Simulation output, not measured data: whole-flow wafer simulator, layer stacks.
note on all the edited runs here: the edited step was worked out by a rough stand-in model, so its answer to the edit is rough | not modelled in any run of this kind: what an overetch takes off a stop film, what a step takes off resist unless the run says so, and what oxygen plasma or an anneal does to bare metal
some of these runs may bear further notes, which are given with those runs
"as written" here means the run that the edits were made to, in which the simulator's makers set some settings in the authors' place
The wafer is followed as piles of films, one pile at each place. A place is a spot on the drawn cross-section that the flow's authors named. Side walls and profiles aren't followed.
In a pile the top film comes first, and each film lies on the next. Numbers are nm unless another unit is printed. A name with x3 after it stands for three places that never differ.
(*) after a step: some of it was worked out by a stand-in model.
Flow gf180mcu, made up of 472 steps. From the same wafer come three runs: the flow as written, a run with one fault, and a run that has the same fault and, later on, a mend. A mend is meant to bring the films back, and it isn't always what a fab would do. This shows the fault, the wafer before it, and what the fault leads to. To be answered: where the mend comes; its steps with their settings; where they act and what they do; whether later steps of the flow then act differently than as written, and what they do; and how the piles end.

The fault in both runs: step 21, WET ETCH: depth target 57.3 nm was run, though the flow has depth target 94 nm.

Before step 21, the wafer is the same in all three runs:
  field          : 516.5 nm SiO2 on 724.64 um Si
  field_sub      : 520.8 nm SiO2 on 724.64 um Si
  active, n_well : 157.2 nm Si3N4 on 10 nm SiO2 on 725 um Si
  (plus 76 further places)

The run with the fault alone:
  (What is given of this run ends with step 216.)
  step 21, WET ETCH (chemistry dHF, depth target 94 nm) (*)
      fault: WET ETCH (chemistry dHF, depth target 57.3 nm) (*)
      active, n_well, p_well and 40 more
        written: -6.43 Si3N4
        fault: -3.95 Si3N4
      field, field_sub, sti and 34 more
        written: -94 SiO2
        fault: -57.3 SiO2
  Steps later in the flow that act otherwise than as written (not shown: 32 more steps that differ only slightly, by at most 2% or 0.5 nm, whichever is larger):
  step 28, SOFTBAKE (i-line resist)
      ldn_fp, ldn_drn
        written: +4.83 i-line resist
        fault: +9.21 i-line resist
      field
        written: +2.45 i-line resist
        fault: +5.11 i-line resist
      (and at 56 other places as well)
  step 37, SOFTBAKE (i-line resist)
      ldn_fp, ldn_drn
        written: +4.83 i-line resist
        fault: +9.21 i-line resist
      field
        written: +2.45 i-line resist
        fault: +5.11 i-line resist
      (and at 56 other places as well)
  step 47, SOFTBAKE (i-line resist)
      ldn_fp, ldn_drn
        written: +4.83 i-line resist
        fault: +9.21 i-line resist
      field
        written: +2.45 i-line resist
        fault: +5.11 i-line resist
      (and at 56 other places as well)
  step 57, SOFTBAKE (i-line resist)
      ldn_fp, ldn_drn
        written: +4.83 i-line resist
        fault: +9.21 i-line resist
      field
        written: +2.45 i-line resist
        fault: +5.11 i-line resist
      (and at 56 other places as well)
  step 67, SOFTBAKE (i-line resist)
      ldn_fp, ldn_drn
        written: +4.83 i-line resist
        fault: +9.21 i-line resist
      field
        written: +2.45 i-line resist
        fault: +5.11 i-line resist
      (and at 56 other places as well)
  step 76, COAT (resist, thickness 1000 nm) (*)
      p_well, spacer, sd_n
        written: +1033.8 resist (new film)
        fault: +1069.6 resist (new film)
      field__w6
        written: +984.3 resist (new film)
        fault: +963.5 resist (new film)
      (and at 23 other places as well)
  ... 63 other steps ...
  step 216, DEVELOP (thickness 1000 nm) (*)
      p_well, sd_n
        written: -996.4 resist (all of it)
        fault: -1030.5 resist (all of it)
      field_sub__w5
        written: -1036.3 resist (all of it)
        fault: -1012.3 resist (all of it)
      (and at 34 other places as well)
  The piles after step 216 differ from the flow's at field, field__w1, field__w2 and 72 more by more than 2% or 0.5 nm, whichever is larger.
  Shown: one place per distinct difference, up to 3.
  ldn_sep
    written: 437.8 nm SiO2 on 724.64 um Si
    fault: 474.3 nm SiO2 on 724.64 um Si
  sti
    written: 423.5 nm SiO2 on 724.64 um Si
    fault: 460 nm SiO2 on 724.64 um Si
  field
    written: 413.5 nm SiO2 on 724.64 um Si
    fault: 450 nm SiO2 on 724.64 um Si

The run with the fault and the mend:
  The mend follows step 21.
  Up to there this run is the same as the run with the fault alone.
  step 21a, WET ETCH (chemistry dHF, depth target 36.7 nm) (the flow's step 21 again, with other settings)
      field, field_sub, sti and 34 more
        -36.7 SiO2
  None of the later steps of the flow differs from how it acts as written, at any place that is followed, by more than 2% or 0.5 nm, whichever is larger.
  At every place that both follow, the piles at the end match the flow's.
